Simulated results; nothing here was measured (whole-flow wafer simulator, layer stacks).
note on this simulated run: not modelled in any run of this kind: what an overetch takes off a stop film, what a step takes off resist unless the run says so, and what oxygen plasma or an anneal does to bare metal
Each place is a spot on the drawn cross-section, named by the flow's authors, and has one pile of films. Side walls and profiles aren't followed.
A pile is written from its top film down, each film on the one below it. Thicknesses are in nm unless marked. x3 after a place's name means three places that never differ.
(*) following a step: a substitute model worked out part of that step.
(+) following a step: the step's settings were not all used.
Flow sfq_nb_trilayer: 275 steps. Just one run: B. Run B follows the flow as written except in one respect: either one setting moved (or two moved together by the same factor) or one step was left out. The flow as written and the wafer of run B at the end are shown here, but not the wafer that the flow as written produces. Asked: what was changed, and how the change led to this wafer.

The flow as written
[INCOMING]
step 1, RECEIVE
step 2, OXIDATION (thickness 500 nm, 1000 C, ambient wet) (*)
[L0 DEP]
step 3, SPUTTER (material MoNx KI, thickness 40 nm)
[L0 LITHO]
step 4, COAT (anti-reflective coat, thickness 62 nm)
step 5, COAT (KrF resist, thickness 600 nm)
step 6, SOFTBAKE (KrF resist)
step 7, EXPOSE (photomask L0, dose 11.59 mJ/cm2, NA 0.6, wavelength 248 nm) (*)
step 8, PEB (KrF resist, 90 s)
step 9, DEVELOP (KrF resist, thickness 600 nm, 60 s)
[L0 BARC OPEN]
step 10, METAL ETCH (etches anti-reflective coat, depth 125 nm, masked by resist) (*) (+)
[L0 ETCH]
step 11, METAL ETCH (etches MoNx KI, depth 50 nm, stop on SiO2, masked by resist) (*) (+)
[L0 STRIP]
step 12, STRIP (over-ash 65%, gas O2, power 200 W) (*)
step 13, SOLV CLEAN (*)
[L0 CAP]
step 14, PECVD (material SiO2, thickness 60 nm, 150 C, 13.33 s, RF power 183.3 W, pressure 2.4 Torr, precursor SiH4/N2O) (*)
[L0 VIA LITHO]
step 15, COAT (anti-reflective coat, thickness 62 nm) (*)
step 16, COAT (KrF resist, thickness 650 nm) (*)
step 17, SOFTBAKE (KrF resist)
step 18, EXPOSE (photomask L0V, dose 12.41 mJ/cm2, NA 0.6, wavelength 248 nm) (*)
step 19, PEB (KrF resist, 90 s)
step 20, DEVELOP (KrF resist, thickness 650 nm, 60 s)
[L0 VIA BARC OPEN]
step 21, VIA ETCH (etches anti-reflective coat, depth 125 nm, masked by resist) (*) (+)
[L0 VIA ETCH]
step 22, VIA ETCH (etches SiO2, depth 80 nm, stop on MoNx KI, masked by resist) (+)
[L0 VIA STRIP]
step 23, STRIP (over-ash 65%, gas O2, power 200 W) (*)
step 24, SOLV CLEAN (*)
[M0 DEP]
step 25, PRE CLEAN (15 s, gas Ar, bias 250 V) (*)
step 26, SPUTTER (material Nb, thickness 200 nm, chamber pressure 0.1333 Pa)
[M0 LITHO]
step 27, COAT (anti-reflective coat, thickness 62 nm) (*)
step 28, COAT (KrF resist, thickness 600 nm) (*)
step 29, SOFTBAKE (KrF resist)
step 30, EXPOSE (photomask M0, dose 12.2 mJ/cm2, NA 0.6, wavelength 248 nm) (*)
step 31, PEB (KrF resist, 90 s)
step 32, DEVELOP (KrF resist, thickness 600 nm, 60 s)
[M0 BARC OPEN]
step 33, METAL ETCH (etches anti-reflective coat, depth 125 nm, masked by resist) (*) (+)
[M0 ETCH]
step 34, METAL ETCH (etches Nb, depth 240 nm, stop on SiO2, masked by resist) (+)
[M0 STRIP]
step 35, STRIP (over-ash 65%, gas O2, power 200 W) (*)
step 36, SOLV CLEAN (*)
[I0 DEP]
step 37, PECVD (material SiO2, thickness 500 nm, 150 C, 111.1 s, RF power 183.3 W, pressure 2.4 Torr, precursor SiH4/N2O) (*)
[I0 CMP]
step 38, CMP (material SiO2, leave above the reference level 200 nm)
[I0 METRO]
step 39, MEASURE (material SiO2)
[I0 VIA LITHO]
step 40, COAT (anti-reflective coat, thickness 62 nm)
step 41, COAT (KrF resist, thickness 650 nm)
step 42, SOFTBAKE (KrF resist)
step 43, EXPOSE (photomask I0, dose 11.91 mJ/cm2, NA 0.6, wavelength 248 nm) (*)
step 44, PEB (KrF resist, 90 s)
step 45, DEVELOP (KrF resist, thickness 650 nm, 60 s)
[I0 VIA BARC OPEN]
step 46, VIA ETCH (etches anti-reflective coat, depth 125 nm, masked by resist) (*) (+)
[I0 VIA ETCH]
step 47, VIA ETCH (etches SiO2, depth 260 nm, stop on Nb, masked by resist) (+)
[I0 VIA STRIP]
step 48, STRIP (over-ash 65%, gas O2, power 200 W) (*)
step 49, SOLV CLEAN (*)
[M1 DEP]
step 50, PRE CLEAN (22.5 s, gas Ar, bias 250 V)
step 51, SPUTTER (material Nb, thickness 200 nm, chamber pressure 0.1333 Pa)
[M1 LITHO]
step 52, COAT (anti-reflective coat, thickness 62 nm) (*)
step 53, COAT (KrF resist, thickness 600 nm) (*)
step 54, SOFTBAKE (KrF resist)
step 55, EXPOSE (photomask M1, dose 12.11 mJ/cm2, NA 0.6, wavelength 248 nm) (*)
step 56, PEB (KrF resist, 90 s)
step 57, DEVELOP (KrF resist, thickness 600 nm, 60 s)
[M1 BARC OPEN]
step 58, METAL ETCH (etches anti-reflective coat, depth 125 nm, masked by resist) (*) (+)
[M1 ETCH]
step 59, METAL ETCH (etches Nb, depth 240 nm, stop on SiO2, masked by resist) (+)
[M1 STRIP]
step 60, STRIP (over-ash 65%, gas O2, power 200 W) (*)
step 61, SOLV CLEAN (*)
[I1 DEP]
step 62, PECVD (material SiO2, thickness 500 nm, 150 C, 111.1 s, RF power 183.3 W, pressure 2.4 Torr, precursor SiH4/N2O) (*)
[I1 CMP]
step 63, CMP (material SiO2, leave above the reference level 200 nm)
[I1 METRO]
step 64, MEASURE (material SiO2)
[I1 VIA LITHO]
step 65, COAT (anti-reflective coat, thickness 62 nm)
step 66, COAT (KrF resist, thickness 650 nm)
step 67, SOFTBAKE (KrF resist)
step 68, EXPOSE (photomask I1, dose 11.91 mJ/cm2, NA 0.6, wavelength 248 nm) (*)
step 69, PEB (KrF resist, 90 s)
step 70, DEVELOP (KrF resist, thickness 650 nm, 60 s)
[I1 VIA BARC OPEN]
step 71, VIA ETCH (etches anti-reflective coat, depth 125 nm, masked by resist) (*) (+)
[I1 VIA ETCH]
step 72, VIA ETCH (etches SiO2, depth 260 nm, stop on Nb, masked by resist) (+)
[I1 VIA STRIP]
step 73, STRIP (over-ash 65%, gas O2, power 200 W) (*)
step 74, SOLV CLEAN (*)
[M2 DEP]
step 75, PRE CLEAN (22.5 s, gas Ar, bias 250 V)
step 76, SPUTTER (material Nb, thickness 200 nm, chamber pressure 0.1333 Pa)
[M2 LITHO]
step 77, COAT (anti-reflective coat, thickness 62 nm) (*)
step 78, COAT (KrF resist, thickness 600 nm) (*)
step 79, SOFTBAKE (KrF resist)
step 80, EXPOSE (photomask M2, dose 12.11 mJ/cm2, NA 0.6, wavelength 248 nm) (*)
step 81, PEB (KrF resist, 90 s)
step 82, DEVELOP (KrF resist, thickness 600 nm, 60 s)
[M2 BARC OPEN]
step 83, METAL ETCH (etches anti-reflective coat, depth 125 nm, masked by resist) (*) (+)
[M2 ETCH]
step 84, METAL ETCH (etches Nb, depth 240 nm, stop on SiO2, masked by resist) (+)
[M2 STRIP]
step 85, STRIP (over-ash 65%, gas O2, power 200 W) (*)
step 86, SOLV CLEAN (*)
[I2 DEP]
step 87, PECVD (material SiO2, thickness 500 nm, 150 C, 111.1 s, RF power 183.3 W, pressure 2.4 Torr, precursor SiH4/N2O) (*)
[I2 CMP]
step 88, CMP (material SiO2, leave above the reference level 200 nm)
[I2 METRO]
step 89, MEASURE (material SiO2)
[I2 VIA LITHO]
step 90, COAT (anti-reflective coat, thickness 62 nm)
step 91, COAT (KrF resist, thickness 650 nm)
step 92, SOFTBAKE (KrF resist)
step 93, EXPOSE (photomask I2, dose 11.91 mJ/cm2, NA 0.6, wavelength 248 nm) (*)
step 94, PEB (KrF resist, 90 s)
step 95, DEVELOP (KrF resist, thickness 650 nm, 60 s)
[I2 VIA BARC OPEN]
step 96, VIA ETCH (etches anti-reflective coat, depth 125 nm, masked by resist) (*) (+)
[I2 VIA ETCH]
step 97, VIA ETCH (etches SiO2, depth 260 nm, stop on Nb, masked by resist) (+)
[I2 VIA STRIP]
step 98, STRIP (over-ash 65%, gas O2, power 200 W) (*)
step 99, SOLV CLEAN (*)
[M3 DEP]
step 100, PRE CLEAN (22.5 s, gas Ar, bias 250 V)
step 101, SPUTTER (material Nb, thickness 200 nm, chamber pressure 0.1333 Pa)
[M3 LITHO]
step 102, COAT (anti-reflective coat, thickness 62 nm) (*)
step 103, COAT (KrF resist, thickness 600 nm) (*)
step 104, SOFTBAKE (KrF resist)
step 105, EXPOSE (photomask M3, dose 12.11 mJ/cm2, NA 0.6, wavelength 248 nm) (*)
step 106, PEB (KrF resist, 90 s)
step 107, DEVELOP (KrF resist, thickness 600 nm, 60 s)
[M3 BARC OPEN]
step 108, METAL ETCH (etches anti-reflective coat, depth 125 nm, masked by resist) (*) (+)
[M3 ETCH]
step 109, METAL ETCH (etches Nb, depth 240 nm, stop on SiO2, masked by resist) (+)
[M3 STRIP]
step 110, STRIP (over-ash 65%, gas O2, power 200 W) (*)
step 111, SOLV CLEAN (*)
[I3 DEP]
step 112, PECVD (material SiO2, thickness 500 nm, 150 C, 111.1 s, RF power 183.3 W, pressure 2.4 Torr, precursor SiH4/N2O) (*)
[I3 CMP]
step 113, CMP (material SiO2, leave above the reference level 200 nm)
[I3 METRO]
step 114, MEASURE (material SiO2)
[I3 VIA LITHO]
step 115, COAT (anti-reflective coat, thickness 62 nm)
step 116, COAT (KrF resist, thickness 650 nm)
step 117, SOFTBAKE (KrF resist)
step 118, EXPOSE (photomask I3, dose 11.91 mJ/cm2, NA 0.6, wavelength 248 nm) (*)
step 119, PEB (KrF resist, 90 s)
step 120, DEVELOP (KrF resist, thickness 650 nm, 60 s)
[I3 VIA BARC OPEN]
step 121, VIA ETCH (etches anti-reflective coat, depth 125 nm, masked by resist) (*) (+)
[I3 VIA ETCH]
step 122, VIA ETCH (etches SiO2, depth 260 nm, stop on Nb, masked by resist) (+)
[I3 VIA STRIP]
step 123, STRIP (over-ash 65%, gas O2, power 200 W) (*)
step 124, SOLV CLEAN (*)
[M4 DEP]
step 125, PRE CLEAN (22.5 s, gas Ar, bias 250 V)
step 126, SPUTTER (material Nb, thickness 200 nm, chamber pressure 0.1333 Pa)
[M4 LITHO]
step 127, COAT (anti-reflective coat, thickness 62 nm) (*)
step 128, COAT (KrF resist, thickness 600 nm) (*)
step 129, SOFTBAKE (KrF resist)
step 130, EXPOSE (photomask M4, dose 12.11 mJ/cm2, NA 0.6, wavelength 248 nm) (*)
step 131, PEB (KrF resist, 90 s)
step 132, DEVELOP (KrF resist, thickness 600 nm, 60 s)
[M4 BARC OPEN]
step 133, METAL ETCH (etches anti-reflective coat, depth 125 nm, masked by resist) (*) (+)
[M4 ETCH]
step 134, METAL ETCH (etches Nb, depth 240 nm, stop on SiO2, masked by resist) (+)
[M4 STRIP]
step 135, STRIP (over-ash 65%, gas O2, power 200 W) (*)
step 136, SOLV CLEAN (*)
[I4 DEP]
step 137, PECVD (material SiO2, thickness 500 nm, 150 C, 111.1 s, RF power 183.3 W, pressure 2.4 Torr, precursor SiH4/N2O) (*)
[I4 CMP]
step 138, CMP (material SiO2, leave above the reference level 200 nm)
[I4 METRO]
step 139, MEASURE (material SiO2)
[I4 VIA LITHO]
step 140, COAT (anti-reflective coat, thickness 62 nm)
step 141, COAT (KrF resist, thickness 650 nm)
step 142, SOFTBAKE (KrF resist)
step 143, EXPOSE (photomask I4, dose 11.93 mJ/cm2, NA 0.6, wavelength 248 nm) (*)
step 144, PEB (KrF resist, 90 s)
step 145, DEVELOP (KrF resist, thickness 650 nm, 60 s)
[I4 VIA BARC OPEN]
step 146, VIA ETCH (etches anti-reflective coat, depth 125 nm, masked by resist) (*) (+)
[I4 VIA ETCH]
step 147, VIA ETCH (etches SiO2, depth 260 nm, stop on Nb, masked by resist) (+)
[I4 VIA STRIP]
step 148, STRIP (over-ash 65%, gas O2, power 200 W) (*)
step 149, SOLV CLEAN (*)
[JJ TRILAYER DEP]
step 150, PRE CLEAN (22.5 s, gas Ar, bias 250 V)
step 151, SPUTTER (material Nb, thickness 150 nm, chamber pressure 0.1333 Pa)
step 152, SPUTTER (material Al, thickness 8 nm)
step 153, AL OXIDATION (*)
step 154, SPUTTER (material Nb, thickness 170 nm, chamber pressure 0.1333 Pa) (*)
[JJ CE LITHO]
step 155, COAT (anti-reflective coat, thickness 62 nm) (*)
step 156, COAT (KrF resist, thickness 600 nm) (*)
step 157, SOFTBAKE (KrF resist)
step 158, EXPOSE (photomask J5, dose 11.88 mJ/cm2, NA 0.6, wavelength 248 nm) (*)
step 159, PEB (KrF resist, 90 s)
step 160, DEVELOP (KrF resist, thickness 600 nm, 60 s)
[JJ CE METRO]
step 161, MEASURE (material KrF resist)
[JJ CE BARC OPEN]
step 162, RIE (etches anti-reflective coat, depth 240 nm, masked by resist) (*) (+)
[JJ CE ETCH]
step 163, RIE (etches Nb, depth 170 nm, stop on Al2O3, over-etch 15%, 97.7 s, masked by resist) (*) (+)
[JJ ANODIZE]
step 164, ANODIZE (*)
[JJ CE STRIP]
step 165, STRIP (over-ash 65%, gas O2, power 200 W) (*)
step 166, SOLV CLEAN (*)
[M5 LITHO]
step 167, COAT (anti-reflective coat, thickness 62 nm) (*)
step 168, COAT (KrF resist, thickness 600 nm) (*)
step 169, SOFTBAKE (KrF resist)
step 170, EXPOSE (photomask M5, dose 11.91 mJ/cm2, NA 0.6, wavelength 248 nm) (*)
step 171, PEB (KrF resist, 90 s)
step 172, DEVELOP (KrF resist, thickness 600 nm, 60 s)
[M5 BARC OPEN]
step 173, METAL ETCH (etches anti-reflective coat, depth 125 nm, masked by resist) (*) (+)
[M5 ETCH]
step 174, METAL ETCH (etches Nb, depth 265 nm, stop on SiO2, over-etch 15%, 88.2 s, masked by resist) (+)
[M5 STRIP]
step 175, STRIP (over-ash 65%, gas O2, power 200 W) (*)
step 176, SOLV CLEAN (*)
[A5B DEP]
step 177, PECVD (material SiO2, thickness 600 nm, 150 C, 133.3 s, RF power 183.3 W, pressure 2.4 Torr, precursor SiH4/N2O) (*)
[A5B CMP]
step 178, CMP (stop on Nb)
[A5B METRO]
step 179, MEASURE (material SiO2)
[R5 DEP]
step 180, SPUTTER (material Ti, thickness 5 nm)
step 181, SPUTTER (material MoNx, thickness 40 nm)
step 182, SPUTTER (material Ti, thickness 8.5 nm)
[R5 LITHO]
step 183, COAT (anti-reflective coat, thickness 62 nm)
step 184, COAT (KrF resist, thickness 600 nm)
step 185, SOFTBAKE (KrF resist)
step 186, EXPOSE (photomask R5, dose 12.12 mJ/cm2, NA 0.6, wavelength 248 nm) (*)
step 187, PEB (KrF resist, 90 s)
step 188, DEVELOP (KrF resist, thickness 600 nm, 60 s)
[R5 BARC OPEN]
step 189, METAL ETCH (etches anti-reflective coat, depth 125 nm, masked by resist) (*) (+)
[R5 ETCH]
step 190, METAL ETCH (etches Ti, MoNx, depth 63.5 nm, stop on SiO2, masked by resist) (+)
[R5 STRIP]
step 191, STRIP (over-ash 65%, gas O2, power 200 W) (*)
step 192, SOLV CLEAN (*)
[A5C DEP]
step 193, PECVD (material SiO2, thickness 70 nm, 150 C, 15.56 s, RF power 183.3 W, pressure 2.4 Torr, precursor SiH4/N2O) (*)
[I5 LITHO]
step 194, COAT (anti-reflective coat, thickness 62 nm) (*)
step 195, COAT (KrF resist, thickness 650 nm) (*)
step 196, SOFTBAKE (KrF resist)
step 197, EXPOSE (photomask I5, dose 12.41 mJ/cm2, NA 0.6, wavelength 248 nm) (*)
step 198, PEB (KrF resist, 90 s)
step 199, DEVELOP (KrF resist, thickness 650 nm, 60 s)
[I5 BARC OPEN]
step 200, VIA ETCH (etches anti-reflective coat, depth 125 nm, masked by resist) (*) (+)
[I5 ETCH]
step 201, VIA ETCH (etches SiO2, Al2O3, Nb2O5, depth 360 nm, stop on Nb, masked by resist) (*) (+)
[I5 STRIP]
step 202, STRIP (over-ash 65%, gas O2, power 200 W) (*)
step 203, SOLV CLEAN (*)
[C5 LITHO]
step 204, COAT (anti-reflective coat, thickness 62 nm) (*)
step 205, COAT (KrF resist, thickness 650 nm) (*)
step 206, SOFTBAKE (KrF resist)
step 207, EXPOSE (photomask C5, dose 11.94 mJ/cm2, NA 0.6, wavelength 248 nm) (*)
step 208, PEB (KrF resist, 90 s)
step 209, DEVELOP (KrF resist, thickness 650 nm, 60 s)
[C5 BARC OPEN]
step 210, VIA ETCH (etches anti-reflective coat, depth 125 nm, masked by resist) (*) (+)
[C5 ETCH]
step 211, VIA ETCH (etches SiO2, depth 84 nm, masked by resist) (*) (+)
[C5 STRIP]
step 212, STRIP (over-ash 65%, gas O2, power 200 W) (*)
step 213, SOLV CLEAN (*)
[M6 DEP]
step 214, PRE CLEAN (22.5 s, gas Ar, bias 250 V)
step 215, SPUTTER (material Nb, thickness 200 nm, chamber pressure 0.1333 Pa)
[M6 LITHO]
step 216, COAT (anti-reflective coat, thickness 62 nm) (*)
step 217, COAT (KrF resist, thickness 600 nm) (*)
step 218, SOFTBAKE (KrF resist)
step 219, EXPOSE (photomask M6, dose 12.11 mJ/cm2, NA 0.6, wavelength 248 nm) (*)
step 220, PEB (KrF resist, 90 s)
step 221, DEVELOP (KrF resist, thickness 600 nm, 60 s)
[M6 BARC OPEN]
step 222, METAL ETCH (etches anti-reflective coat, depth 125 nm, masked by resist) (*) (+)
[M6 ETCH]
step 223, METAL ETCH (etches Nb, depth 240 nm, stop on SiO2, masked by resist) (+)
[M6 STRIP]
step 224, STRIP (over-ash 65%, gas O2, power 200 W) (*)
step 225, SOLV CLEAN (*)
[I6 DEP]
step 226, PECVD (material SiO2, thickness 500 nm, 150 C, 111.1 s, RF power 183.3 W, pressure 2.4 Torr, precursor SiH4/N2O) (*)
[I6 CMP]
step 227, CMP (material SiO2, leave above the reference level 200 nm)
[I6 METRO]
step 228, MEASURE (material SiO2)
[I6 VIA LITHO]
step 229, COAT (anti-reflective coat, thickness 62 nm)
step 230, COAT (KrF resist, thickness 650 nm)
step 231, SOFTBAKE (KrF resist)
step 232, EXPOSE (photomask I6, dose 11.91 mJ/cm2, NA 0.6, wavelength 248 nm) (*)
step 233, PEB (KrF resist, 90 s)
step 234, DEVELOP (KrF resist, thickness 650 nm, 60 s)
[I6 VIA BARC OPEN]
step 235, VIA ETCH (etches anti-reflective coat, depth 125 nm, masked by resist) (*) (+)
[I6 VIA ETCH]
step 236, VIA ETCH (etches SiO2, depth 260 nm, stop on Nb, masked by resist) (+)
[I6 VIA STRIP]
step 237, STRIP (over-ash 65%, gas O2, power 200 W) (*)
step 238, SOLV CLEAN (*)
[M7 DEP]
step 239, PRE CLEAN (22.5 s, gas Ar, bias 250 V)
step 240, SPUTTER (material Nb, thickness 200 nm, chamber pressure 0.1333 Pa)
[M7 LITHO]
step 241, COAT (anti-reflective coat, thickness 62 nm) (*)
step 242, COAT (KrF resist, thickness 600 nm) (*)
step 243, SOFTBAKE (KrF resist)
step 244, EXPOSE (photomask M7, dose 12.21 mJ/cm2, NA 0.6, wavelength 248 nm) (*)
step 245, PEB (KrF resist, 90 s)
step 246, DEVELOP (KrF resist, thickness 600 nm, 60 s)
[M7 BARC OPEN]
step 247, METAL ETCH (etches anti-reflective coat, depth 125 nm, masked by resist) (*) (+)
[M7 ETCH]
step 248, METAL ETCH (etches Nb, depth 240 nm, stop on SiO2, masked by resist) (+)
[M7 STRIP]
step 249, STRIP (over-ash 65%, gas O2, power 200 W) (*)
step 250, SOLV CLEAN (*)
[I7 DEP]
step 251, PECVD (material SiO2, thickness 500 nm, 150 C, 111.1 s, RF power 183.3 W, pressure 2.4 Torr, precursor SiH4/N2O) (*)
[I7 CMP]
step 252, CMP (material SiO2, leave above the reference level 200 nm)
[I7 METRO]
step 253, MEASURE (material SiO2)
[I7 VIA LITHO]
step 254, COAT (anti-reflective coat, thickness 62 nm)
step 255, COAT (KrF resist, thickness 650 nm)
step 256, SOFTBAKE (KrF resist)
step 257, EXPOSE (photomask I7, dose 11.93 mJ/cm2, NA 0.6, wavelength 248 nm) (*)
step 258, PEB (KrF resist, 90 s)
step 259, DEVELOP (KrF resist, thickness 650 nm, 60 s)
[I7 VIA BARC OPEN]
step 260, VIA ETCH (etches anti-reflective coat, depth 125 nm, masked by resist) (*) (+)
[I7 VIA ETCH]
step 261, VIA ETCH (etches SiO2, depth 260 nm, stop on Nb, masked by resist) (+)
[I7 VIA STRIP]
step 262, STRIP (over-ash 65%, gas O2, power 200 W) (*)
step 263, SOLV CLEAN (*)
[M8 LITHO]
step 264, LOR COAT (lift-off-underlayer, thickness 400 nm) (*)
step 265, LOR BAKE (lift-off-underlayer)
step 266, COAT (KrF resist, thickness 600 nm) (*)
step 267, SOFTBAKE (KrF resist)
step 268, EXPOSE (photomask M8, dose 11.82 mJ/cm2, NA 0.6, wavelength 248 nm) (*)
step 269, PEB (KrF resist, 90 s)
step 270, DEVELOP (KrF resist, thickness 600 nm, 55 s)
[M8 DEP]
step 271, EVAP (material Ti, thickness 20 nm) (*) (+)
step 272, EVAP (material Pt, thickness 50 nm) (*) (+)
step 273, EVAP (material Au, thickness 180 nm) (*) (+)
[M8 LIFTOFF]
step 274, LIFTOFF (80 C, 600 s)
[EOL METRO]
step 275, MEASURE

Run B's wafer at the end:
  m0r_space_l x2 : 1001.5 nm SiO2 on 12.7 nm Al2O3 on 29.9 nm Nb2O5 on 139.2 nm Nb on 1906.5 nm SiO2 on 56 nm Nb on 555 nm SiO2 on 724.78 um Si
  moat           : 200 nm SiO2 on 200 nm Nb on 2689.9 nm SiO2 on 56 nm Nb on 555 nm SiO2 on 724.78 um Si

Cause: step 34, METAL ETCH: depth 144 nm was run, while the flow as written has depth 240 nm.

Step by step, how the change led to this:
  step 34, METAL ETCH (etches Nb, depth 240 nm, stop on SiO2, masked by resist) (+)
      moat, m0r_space_l x2: Nb loses 144 (it would be, as written: Nb loses 200 (all of it))
      field_l, v_sur, via_wl and 100 more: KrF resist loses 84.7 (it would be, as written: KrF resist loses 141.2)
  step 35, STRIP (over-ash 65%, gas O2, power 200 W) (*)
      p4_fl x3, p4_w1 x9, p4_g1 x2 and 57 more: KrF resist loses 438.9 (all of it), anti-reflective coat loses 62 (all of it) (it would be, as written: KrF resist loses 382.4 (all of it), anti-reflective coat loses 62 (all of it))
      c5j, ce_r, sp_r, be_r, r_sur, res: KrF resist loses 445.5 (all of it), anti-reflective coat loses 63.6 (all of it) (it would be, as written: KrF resist loses 389 (all of it), anti-reflective coat loses 63.6 (all of it))
      (as well as at 26 more places)
  step 37, PECVD (material SiO2, thickness 500 nm, 150 C, 111.1 s, RF power 183.3 W, pressure 2.4 Torr, precursor SiH4/N2O) (*)
      moat, m0r_space_l x2: SiO2 gains 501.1 (new film) (it would be, as written: SiO2 gains 557.1)
With metal films that touch counted as one body, m0r_space_l x2 has 2 bodies (between them, from the top down: SiO2 1906.5); the flow as written gives 1 body.
With metal films that touch counted as one body, moat has 2 bodies (between them, from the top down: SiO2 2689.9); the flow as written gives 1 body.
